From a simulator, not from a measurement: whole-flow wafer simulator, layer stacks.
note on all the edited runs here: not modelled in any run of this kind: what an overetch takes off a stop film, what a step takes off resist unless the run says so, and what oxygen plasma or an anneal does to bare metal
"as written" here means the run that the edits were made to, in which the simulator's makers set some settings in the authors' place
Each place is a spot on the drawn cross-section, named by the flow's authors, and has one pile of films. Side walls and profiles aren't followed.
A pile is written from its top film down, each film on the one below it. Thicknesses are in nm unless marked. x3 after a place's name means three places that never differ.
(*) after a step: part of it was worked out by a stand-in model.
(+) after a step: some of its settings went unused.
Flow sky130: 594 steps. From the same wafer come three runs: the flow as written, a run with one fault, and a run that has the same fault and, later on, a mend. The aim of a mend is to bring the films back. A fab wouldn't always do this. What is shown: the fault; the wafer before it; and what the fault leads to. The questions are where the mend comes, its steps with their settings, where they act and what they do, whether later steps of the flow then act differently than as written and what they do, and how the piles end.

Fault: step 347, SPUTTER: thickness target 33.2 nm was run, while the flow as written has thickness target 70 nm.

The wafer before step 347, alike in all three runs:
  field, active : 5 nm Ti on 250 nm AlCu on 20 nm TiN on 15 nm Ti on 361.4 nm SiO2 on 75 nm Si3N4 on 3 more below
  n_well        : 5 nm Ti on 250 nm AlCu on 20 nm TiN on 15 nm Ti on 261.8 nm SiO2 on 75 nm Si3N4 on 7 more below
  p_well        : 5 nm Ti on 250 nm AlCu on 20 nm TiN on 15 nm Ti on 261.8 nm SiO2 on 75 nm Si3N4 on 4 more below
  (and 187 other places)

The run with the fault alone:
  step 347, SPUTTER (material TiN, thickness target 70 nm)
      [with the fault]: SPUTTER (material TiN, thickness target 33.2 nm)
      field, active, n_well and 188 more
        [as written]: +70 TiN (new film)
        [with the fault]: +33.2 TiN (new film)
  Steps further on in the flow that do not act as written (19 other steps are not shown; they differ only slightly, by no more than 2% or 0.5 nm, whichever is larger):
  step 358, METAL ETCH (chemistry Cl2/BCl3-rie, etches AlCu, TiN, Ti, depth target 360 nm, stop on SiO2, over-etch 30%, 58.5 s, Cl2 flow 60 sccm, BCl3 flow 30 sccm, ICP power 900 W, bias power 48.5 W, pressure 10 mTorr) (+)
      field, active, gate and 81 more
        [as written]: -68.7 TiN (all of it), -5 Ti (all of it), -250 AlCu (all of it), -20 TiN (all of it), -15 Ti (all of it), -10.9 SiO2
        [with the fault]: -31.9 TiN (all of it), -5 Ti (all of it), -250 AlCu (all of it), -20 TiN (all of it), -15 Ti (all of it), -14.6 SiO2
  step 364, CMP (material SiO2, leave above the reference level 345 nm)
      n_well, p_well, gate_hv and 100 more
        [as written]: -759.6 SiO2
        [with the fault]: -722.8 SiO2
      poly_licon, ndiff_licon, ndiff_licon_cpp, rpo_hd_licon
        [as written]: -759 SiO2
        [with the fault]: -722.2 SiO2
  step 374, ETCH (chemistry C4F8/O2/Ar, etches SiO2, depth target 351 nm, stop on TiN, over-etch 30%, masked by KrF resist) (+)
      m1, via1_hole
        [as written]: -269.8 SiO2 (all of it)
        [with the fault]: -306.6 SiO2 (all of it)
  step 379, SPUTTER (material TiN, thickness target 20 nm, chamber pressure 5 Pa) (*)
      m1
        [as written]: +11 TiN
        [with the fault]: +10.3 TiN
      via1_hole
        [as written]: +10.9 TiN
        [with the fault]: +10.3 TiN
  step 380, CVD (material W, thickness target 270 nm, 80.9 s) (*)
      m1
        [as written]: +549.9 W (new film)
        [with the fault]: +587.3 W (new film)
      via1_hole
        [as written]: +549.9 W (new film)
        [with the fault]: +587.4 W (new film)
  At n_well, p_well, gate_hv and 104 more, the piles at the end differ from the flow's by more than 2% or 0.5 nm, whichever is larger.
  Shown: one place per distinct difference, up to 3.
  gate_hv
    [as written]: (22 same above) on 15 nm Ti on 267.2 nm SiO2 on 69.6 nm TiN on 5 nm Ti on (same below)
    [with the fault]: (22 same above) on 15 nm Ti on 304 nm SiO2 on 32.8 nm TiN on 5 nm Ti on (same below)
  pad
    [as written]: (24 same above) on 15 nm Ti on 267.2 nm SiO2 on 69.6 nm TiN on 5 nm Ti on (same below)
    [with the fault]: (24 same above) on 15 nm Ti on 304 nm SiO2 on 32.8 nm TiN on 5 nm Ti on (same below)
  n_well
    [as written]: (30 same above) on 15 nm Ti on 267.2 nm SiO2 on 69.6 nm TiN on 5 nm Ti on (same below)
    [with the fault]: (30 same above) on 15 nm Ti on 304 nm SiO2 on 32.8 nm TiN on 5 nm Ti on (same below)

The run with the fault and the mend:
  After step 347 comes the mend.
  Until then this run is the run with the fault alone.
  step 347a, SPUTTER (material TiN, thickness target 36.8 nm) (the flow's step 347, run once more with other settings)
      field, active, n_well and 188 more
        +36.8 TiN
  Every later step of the flow that is run acts as written at every place that is followed.
  At every place that both follow, the piles at the end match the flow's.
